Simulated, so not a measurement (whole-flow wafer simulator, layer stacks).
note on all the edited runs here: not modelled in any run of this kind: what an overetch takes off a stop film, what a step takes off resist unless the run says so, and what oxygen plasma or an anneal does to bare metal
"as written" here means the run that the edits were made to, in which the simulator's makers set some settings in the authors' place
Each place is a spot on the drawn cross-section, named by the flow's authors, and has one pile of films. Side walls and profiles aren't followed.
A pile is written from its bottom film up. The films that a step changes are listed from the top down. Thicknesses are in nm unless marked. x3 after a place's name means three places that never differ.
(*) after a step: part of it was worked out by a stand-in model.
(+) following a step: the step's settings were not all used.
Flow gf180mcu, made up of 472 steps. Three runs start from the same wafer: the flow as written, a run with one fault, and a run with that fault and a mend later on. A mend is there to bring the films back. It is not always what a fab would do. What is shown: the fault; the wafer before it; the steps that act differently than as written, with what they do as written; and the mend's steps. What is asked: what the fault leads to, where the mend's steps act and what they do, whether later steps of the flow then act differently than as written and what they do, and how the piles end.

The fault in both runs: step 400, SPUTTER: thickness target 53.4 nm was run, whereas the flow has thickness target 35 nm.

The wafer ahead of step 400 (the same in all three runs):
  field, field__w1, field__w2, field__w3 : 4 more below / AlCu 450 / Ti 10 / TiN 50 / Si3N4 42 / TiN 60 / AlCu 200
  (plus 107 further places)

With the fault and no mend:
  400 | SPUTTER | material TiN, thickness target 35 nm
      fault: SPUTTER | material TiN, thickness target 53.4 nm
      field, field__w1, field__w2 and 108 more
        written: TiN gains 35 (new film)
        fault: TiN gains 53.4 (new film)
  Steps further on in the flow that do not act as written (not shown: 6 more steps that differ only slightly, by at most 2% or 0.5 nm, whichever is larger):
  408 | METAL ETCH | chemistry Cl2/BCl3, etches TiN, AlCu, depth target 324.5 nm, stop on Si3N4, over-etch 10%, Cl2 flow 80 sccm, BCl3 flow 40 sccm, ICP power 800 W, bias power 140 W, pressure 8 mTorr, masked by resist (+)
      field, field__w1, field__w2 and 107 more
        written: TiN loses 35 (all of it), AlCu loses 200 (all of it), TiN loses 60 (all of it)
        fault: TiN loses 53.4 (all of it), AlCu loses 200 (all of it), TiN loses 60 (all of it)
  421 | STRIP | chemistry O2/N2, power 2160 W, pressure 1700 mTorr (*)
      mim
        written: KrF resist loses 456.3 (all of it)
        fault: KrF resist loses 442.6 (all of it)
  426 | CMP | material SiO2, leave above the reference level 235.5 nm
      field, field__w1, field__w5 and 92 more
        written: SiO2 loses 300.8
        fault: SiO2 loses 282.4
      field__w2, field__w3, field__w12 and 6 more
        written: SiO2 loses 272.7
        fault: SiO2 loses 254.3
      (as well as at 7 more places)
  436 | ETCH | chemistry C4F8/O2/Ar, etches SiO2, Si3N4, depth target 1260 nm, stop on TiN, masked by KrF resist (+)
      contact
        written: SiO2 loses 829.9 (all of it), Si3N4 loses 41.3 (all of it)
        fault: SiO2 loses 848.3 (all of it), Si3N4 loses 41.3 (all of it)
  The piles end different from the flow's at field__w8, contact, m1, m1__w1, mim, m1_nw by more than 2% or 0.5 nm, whichever is larger.
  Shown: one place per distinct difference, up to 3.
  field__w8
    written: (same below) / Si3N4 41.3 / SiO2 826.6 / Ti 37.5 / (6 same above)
    fault: (same below) / Si3N4 41.3 / SiO2 845 / Ti 37.5 / (6 same above)
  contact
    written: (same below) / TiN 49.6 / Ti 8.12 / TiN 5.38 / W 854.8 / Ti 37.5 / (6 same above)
    fault: (same below) / TiN 49.6 / Ti 8.03 / TiN 5.32 / W 873.3 / Ti 37.5 / (6 same above)
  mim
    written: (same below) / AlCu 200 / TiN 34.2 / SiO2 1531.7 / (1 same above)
    fault: (same below) / AlCu 200 / TiN 52.6 / SiO2 1531.7 / (1 same above)

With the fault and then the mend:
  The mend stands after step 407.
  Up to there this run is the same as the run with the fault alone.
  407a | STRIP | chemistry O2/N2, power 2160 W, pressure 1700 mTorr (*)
      mim
        resist loses 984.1 (all of it)
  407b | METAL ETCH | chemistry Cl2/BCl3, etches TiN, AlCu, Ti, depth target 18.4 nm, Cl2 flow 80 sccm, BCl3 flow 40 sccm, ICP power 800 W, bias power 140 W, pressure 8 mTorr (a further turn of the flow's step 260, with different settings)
      field, field__w1, field__w2 and 108 more
        TiN loses 18.4
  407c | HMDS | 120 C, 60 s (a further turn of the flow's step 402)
      alters no film at any place that is followed
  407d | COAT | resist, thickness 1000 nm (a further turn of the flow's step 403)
      field, field__w1, field__w2 and 108 more
        resist gains 1000 (new film)
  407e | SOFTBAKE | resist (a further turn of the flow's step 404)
      alters no film at any place that is followed
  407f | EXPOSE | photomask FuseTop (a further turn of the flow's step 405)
      alters no film at any place that is followed
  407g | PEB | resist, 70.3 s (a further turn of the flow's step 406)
      field, field__w1, field__w2 and 108 more
        resist loses 15.9
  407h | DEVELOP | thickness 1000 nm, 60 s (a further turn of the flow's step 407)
      field, field__w1, field__w2 and 107 more
        resist loses 984.1 (all of it)
  Every later step of the flow that is run acts as written at every place that is followed.
  The piles end the same as the flow's at every place that both follow.
